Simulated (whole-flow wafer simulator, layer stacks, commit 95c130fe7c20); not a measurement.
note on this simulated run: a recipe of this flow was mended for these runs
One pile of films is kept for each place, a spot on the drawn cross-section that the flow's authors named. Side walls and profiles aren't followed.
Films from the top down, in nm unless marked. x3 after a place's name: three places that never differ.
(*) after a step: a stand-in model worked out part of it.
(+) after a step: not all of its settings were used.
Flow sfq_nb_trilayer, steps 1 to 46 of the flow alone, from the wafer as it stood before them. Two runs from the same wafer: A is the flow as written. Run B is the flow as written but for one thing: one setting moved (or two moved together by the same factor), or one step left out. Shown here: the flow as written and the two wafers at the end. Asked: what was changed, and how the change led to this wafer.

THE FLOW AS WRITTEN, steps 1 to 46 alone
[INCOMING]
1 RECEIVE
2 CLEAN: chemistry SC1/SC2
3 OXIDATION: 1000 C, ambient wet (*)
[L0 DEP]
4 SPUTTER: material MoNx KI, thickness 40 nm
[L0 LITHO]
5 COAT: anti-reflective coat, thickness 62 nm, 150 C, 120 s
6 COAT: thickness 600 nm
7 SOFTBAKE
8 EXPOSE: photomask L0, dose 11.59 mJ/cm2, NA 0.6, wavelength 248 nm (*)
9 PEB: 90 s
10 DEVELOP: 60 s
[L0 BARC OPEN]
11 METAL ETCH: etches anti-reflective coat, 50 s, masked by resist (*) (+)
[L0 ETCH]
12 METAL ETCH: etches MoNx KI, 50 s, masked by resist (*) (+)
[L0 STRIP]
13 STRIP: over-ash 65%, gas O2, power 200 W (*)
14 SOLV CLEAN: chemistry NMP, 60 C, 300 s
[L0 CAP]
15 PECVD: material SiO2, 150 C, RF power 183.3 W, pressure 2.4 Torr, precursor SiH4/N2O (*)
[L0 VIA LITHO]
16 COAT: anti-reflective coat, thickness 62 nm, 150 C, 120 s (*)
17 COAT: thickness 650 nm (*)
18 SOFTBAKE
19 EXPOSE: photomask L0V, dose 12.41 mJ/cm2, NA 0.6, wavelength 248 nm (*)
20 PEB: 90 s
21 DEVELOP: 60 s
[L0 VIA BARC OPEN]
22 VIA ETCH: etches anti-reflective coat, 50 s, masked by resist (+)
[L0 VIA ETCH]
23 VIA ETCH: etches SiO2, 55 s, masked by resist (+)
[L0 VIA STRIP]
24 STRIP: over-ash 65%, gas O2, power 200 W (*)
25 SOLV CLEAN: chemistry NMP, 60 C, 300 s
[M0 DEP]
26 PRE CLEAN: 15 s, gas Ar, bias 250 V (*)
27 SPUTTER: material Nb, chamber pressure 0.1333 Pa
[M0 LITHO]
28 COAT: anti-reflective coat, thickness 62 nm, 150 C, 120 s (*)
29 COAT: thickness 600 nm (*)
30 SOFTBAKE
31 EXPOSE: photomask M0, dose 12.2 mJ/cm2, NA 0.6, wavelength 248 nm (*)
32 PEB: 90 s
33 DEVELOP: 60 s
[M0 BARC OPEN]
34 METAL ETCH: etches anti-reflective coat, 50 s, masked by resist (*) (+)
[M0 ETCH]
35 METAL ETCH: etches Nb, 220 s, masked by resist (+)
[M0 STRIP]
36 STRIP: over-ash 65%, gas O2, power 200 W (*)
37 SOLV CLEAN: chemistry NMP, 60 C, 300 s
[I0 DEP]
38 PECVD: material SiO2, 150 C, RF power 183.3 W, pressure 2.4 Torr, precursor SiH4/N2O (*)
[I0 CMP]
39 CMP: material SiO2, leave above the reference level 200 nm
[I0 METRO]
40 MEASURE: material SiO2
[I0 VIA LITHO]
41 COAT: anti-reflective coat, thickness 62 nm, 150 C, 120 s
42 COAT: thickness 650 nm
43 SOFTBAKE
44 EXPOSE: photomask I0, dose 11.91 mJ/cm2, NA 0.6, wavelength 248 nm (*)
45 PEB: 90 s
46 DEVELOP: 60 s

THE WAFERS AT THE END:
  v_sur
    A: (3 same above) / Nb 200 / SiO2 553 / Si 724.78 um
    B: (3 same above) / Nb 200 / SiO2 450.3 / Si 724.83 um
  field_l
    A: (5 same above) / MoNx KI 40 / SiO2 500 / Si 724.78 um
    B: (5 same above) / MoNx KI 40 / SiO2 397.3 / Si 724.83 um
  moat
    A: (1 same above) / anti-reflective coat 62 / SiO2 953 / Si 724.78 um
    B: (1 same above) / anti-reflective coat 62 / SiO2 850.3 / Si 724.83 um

The cause: step 3, OXIDATION: 969 C was run, where the flow has 1000 C.

How the change led to this, step by step:
  3 OXIDATION: 1000 C, ambient wet (*)
      field_l, v_sur, via_wl and 103 more: A SiO2 +500 (new film), chemical SiO2 -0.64 (all of it), Si -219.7 | B SiO2 +397.3 (new film), chemical SiO2 -0.64 (all of it), Si -174.5
